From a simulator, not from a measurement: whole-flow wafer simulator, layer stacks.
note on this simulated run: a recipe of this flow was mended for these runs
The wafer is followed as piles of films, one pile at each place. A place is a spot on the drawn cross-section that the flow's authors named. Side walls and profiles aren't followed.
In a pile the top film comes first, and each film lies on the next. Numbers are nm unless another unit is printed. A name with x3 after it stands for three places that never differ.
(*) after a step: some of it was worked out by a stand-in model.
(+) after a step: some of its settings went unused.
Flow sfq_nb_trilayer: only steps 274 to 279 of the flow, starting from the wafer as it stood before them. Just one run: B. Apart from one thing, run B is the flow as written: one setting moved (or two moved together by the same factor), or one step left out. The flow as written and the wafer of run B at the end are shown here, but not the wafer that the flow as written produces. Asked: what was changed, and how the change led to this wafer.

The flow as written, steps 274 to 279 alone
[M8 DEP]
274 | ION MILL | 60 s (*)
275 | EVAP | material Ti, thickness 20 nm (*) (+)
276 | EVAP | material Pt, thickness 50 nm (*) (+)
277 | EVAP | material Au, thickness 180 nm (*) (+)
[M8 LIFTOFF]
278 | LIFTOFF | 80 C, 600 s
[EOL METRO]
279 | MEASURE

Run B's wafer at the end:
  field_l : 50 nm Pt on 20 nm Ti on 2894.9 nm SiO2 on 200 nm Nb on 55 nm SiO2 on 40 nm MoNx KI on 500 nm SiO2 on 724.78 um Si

The reason: step 277, EVAP: material Au, thickness 180 nm (*) (+), was skipped.

How this came from the change, step by step:
  278 | LIFTOFF | 80 C, 600 s
      p4_fl x5, p4_w1 x9, p3_s0 x11 and 49 more: Pt loses 50 (all of it), Ti loses 20 (all of it), KrF-resist-other-grade loses 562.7 (all of it), lift-off-underlayer loses 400 (all of it) (it would be, as written: Au loses 180 (all of it), Pt loses 50 (all of it), Ti loses 20 (all of it), KrF-resist-other-grade loses 562.7 (all of it), lift-off-underlayer loses 400 (all of it))
      r_sur, res, r_end: Pt loses 50 (all of it), Ti loses 20 (all of it), KrF-resist-other-grade loses 559.9 (all of it), lift-off-underlayer loses 399.5 (all of it) (it would be, as written: Au loses 180 (all of it), Pt loses 50 (all of it), Ti loses 20 (all of it), KrF-resist-other-grade loses 559.9 (all of it), lift-off-underlayer loses 399.5 (all of it))
      (and at 18 other places as well)
